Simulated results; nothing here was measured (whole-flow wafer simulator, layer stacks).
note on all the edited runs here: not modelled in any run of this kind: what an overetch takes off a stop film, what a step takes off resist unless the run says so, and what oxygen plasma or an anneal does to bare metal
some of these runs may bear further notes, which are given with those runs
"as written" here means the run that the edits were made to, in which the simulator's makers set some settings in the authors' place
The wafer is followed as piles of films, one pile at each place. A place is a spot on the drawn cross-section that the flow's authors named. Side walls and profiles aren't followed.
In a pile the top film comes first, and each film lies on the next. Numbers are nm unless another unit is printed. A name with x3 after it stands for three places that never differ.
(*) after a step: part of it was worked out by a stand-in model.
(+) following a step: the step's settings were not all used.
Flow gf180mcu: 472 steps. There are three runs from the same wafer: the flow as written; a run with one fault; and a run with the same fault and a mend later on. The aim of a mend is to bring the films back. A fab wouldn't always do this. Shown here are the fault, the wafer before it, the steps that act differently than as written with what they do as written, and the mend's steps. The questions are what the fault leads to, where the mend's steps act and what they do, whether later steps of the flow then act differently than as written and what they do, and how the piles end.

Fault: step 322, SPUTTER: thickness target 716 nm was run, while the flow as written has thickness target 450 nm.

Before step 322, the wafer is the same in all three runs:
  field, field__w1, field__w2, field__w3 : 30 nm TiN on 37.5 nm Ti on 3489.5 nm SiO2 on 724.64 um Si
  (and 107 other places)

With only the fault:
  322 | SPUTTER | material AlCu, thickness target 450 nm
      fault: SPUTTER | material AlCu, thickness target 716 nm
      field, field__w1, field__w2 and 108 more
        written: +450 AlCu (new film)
        fault: +716 AlCu (new film)
  Steps further on in the flow that do not act as written:
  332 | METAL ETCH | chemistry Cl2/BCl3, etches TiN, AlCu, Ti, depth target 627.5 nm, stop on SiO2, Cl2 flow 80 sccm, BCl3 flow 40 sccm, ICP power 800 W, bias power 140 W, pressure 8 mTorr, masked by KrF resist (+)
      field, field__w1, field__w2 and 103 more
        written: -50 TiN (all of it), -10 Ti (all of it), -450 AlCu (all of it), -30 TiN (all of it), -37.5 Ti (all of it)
        fault: -50 TiN (all of it), -10 Ti (all of it), -567.5 AlCu
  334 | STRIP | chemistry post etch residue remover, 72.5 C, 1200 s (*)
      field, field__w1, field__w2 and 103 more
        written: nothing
        fault: -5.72 AlCu
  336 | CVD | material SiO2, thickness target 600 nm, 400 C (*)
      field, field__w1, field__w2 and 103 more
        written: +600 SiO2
        fault: +600 SiO2 (new film)
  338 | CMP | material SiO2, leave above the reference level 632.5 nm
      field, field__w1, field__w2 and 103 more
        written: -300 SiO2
        fault: -244.3 SiO2
  The piles end different from the flow's at field, field__w1, field__w2 and 109 more by more than 2% or 0.5 nm, whichever is larger.
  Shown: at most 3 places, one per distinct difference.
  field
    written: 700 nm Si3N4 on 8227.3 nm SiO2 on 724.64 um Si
    fault: 700 nm Si3N4 on 4793.5 nm SiO2 on 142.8 nm AlCu on 30 nm TiN on 37.5 nm Ti on 3489.5 nm SiO2 on 724.64 um Si
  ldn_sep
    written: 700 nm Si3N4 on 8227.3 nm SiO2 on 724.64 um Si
    fault: 700 nm Si3N4 on 4793.5 nm SiO2 on 142.8 nm AlCu on 30 nm TiN on 37.5 nm Ti on 3489.4 nm SiO2 on 724.64 um Si
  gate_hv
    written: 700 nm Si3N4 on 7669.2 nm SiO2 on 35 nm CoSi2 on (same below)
    fault: 700 nm Si3N4 on 4793.5 nm SiO2 on 142.8 nm AlCu on 30 nm TiN on 37.5 nm Ti on 2931.3 nm SiO2 on 35 nm CoSi2 on (same below)

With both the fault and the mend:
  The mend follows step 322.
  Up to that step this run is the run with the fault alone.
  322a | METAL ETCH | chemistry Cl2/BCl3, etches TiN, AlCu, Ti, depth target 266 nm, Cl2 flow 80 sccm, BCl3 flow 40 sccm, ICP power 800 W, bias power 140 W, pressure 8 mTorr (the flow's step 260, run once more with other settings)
      field, field__w1, field__w2 and 108 more
        -266 AlCu
  Every later step of the flow that is run acts as written at every place that is followed.
  By the end, the piles equal the flow's at every place that both follow.
